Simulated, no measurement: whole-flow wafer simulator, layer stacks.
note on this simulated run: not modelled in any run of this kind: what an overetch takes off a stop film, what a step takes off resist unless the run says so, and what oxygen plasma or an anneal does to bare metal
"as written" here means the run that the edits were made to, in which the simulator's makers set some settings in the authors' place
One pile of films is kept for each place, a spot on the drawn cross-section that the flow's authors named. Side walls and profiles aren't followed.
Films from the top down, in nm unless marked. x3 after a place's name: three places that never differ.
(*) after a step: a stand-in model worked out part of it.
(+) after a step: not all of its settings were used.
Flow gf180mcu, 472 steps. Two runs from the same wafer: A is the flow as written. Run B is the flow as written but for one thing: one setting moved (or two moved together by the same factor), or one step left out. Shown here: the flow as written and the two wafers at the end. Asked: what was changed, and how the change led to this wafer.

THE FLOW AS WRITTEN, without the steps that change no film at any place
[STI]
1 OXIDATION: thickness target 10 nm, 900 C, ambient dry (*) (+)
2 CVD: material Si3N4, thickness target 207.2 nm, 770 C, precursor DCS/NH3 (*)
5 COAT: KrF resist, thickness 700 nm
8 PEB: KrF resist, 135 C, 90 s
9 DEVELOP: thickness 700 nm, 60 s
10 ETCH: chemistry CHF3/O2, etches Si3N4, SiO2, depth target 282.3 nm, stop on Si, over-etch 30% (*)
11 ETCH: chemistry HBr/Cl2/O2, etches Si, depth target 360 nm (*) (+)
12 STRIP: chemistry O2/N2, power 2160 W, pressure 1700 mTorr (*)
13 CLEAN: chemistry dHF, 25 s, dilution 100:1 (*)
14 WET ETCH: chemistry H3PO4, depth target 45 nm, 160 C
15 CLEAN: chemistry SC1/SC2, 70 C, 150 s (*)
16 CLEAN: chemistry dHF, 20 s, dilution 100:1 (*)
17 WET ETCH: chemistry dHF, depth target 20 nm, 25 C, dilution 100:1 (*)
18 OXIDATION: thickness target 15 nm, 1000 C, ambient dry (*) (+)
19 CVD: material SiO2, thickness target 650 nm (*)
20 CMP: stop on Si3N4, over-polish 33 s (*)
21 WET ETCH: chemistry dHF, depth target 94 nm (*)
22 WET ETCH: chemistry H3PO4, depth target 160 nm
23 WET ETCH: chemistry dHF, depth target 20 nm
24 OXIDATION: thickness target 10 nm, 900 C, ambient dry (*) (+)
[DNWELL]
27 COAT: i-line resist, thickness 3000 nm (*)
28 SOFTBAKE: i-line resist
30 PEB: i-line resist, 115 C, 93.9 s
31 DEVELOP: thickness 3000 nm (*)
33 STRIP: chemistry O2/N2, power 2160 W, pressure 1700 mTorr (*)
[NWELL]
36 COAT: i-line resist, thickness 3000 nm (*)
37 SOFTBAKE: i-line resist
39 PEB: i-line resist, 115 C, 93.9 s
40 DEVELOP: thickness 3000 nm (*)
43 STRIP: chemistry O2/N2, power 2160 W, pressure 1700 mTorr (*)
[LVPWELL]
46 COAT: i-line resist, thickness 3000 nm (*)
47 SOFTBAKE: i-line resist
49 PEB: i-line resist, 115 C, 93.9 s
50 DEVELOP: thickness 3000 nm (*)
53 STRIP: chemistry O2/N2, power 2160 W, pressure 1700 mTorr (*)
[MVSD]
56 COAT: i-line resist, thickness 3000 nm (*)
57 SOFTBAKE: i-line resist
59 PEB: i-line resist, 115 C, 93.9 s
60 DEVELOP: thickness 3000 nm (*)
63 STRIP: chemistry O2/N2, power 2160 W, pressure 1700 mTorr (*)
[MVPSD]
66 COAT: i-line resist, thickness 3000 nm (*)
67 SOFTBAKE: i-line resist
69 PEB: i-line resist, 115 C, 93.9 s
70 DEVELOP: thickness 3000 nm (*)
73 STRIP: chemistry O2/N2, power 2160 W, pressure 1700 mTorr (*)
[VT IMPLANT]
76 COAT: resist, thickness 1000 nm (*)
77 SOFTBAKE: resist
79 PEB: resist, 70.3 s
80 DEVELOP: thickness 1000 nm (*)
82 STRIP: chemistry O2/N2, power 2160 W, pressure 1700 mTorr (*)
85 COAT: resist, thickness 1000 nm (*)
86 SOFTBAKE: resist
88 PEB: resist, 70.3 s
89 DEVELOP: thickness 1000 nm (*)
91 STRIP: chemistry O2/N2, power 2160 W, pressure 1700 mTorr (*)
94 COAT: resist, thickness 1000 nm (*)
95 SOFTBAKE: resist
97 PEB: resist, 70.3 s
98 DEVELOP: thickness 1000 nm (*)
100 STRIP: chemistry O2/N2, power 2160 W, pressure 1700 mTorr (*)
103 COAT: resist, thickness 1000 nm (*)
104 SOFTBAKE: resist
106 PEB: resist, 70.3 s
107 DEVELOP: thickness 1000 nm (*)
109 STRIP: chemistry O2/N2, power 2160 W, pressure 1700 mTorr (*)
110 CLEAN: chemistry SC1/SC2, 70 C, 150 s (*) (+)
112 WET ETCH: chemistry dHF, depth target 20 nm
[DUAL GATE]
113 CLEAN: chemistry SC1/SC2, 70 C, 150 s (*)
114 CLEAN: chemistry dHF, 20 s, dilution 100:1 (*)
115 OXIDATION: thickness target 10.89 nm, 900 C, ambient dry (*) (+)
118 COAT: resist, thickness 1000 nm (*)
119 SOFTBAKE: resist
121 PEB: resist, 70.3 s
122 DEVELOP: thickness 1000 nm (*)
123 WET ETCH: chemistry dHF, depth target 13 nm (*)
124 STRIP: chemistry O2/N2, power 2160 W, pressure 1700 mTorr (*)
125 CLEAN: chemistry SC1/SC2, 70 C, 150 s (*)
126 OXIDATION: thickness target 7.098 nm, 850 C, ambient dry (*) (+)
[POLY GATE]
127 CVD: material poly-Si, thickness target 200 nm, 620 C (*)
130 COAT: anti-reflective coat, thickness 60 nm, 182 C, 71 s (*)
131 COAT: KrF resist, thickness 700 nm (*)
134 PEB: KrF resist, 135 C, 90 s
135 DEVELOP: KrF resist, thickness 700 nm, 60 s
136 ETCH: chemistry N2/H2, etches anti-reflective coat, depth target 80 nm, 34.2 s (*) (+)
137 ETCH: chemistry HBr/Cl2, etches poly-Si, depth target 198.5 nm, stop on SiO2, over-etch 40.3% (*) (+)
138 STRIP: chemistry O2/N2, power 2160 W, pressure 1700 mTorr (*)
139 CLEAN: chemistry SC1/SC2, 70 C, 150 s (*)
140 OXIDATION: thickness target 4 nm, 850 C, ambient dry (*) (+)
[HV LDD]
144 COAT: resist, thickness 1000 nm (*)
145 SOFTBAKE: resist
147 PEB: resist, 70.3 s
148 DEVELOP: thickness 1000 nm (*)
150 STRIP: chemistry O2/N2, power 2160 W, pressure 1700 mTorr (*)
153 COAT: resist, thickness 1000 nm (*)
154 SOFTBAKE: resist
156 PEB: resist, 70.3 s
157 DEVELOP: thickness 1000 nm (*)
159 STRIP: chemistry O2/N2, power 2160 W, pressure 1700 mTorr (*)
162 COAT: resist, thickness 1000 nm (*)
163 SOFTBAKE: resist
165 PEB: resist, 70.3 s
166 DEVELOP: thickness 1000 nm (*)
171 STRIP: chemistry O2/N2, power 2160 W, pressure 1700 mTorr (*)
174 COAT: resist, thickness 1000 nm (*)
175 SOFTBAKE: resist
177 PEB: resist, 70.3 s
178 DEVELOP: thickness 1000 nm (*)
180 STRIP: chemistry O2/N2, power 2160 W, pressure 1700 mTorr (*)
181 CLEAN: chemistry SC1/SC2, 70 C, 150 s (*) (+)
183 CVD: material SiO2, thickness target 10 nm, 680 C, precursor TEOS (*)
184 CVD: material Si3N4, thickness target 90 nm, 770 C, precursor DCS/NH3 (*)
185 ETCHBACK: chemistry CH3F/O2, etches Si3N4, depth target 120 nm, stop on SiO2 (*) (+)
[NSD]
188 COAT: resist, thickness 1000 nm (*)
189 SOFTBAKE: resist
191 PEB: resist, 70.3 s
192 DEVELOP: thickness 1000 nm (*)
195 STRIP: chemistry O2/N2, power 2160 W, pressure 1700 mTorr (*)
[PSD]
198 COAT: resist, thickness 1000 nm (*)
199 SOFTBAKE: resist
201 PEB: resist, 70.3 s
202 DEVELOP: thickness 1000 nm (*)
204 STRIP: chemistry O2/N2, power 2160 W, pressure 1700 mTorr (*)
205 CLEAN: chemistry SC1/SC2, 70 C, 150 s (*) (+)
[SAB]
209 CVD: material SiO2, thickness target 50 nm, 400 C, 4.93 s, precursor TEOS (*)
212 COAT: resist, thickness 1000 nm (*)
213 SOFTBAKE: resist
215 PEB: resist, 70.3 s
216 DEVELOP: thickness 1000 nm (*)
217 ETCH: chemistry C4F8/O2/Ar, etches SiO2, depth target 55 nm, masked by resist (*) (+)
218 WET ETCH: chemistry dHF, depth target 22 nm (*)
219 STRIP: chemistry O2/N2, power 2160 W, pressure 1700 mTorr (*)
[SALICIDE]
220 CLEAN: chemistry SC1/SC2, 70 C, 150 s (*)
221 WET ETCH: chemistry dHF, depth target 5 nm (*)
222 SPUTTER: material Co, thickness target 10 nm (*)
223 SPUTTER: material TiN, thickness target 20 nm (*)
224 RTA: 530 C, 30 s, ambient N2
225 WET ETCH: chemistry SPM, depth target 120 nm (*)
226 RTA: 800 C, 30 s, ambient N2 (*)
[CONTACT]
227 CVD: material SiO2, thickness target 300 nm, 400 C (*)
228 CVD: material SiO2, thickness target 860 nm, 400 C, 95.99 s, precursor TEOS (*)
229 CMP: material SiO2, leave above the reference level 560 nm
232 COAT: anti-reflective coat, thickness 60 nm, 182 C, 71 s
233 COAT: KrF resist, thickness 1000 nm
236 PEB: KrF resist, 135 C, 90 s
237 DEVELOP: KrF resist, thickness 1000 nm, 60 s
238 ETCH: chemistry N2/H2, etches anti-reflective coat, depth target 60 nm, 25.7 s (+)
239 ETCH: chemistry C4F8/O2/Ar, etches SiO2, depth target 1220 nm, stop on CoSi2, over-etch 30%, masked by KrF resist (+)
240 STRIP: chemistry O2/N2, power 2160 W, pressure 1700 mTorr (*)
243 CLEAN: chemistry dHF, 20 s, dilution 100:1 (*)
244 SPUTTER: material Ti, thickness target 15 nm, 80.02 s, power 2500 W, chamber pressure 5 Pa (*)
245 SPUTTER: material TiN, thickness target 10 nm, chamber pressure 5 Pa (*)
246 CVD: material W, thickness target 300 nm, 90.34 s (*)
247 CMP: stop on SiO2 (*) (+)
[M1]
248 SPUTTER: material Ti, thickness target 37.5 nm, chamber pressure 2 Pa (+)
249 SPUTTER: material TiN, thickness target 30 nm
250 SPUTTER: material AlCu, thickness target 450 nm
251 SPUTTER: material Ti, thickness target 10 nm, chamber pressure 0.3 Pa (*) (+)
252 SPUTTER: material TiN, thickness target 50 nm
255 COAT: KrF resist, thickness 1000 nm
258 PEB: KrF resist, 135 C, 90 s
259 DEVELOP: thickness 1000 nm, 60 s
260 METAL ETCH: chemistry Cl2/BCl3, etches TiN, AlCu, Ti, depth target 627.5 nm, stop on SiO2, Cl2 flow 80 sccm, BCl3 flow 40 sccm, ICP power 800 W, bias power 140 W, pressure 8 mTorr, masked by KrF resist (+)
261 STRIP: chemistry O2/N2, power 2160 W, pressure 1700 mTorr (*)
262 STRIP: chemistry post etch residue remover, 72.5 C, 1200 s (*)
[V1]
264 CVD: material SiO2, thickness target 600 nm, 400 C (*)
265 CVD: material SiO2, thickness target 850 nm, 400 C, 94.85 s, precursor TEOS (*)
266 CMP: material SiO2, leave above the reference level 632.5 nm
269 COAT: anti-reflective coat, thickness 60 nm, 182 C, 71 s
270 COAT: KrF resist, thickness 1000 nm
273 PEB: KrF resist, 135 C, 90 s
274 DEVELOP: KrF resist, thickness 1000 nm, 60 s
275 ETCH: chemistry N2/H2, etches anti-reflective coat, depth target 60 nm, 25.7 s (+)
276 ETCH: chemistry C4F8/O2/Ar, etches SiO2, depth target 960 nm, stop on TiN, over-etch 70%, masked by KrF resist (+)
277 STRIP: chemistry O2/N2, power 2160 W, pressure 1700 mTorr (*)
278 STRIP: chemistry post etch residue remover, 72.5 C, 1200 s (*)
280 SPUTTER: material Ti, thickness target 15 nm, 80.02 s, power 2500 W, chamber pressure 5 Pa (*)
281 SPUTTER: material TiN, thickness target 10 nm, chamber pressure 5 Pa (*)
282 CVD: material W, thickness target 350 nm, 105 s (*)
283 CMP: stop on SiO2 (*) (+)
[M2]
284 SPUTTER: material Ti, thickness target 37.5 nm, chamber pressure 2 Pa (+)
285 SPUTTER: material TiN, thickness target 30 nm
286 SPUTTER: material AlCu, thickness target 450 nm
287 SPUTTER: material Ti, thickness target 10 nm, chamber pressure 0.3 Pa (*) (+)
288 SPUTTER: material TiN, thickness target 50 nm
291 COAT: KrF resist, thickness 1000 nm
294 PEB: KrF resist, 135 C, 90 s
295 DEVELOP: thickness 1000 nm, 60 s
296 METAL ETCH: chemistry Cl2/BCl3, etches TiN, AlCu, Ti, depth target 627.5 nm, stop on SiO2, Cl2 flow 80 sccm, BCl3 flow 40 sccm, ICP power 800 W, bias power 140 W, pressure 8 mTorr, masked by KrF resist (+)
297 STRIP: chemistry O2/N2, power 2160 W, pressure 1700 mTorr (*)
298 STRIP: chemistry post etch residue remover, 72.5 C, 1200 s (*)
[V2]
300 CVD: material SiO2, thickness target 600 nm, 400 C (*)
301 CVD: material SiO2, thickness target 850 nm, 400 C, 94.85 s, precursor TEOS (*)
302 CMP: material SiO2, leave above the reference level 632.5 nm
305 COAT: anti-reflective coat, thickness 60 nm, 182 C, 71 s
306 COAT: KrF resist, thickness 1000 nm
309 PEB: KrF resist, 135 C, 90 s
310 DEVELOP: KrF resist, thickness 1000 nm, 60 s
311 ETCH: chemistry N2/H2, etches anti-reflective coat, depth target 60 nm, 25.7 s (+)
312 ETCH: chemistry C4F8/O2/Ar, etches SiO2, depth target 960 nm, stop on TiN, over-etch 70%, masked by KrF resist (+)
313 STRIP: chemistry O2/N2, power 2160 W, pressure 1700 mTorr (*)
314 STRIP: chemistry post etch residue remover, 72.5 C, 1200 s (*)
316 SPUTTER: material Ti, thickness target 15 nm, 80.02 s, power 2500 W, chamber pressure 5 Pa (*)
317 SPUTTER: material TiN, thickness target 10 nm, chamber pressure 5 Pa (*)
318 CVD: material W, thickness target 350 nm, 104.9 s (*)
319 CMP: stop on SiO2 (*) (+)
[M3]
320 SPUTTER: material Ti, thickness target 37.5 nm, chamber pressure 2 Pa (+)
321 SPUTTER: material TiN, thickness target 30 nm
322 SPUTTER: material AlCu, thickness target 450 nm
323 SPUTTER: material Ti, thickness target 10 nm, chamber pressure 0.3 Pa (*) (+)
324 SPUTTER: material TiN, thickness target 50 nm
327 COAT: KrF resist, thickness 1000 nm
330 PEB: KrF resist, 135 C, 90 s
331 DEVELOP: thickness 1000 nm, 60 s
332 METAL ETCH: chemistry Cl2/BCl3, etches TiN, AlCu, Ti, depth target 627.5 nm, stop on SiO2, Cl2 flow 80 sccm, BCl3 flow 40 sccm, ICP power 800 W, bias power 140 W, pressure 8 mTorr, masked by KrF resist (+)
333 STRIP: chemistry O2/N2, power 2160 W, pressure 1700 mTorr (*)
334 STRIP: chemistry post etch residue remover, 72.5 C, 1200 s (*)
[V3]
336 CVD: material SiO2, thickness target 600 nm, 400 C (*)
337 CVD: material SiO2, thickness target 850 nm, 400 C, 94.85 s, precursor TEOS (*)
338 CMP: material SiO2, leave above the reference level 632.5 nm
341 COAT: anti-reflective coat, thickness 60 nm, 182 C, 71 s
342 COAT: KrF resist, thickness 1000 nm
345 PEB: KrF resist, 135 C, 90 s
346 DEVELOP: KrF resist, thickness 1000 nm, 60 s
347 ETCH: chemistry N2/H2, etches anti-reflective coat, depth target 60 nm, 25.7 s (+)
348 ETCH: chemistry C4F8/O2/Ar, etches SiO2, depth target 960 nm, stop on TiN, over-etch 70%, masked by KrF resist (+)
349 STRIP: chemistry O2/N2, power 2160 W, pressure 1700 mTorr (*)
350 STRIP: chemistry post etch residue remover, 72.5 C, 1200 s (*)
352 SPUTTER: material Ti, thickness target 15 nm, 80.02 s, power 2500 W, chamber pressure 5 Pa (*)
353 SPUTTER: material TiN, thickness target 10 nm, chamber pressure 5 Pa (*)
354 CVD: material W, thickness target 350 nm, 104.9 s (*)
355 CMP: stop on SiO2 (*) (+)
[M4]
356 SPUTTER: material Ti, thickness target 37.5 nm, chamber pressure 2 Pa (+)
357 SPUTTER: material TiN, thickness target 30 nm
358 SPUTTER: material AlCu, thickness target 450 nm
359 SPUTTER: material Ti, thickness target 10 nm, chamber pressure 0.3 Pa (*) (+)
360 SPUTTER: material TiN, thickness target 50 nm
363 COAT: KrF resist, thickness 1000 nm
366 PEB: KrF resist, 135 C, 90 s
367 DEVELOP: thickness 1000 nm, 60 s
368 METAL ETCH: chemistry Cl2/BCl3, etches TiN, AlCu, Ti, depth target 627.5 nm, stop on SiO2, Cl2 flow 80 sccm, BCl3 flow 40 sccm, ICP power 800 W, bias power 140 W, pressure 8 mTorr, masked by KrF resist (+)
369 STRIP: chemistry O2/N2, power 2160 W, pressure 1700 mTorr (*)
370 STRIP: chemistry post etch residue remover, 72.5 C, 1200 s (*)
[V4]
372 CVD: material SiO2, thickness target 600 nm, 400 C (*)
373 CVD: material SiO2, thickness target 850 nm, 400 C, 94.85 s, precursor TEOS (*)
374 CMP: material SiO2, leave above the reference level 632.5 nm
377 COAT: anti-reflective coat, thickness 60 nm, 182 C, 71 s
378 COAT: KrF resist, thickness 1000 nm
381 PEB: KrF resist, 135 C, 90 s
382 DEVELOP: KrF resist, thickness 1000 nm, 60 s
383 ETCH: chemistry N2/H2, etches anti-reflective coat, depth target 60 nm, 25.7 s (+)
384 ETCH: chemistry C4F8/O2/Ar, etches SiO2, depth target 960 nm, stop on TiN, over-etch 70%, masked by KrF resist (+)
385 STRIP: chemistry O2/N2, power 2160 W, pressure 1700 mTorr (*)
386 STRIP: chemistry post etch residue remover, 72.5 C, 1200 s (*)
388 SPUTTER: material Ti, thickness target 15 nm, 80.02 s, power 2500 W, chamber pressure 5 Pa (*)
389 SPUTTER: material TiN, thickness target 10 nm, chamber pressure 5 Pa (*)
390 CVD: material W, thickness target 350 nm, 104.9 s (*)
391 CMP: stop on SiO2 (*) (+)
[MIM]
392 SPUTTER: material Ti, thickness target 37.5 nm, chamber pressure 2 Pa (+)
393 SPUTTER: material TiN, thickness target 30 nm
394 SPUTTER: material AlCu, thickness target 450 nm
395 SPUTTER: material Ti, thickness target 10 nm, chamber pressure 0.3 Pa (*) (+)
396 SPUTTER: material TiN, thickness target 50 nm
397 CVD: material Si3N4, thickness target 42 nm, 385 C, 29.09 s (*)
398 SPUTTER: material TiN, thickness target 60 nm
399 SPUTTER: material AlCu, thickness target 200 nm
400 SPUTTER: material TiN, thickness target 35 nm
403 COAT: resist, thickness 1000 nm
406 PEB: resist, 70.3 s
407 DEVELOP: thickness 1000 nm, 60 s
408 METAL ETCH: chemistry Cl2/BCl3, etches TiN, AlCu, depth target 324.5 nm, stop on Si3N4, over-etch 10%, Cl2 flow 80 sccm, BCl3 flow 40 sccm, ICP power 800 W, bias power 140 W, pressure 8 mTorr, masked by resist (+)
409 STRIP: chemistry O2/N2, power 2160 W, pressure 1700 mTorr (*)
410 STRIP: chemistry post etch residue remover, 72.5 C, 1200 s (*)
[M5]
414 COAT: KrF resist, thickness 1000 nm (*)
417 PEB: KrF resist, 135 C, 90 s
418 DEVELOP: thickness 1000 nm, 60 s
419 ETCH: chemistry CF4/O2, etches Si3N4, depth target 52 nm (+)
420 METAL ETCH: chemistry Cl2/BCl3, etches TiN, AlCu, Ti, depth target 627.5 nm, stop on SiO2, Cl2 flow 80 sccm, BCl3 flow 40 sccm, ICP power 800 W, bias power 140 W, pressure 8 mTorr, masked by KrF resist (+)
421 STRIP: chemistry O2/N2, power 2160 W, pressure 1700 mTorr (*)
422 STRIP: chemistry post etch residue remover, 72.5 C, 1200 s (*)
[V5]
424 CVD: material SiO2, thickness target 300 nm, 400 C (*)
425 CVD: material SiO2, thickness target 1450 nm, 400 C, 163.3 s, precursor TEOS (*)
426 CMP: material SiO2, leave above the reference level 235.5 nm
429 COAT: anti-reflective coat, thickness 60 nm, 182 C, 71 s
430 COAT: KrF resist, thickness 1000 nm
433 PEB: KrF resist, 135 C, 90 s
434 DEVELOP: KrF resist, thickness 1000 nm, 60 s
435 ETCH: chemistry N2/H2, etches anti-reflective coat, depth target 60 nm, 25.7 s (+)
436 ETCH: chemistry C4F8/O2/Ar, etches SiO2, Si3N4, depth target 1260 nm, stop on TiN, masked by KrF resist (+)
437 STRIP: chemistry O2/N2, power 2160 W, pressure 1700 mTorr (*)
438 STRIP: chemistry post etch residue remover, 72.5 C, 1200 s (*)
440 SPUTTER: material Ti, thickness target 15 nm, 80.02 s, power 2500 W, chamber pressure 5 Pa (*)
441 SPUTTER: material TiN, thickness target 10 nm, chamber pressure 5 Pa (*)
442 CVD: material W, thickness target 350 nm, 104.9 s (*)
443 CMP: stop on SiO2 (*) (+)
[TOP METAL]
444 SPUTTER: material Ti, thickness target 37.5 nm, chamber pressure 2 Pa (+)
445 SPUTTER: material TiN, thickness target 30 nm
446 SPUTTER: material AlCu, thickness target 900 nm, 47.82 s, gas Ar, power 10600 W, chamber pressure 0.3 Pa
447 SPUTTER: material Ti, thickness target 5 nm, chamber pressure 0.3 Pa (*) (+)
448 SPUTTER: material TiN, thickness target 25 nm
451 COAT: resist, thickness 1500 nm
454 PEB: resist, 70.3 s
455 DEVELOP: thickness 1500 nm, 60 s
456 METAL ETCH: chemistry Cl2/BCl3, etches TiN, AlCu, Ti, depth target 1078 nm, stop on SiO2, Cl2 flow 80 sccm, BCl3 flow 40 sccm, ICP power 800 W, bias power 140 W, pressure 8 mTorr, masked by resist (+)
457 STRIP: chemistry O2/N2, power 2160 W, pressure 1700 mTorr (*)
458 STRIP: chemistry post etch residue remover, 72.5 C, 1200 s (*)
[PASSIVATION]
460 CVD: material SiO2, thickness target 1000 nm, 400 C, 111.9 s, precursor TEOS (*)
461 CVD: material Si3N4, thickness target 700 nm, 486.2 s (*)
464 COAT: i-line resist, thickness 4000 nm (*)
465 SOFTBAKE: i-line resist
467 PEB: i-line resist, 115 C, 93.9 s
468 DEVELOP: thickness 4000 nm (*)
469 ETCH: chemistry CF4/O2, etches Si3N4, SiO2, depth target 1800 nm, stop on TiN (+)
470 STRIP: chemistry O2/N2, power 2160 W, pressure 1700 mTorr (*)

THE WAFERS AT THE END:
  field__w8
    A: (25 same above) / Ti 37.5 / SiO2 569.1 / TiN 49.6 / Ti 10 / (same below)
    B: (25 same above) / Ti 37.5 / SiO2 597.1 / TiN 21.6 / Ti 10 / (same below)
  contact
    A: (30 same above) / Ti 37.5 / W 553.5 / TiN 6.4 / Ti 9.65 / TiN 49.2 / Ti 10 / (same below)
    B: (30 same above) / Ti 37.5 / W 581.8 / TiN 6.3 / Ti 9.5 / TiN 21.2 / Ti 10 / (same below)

The cause: step 288, SPUTTER: thickness target 22 nm was run, where the flow has thickness target 50 nm.

How the change led to this, step by step:
  288 SPUTTER: material TiN, thickness target 50 nm
      field, field__w1, field__w2 and 108 more: A TiN +50 (new film) | B TiN +22 (new film)
  296 METAL ETCH: chemistry Cl2/BCl3, etches TiN, AlCu, Ti, depth target 627.5 nm, stop on SiO2, Cl2 flow 80 sccm, BCl3 flow 40 sccm, ICP power 800 W, bias power 140 W, pressure 8 mTorr, masked by KrF resist (+)
      field, field__w1, field__w2 and 103 more: A TiN -50 (all of it), Ti -10 (all of it), AlCu -450 (all of it), TiN -30 (all of it), Ti -37.5 (all of it) | B TiN -22 (all of it), Ti -10 (all of it), AlCu -450 (all of it), TiN -30 (all of it), Ti -37.5 (all of it)
  302 CMP: material SiO2, leave above the reference level 632.5 nm
      field__w8, contact, m1, m1__w1, m1_nw: A SiO2 -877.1 | B SiO2 -849.1
  312 ETCH: chemistry C4F8/O2/Ar, etches SiO2, depth target 960 nm, stop on TiN, over-etch 70%, masked by KrF resist (+)
      contact: A SiO2 -572.5 (all of it) | B SiO2 -600.5 (all of it)
  318 CVD: material W, thickness target 350 nm, 104.9 s (*)
      contact: A W +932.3 (new film) | B W +960.5 (new film)
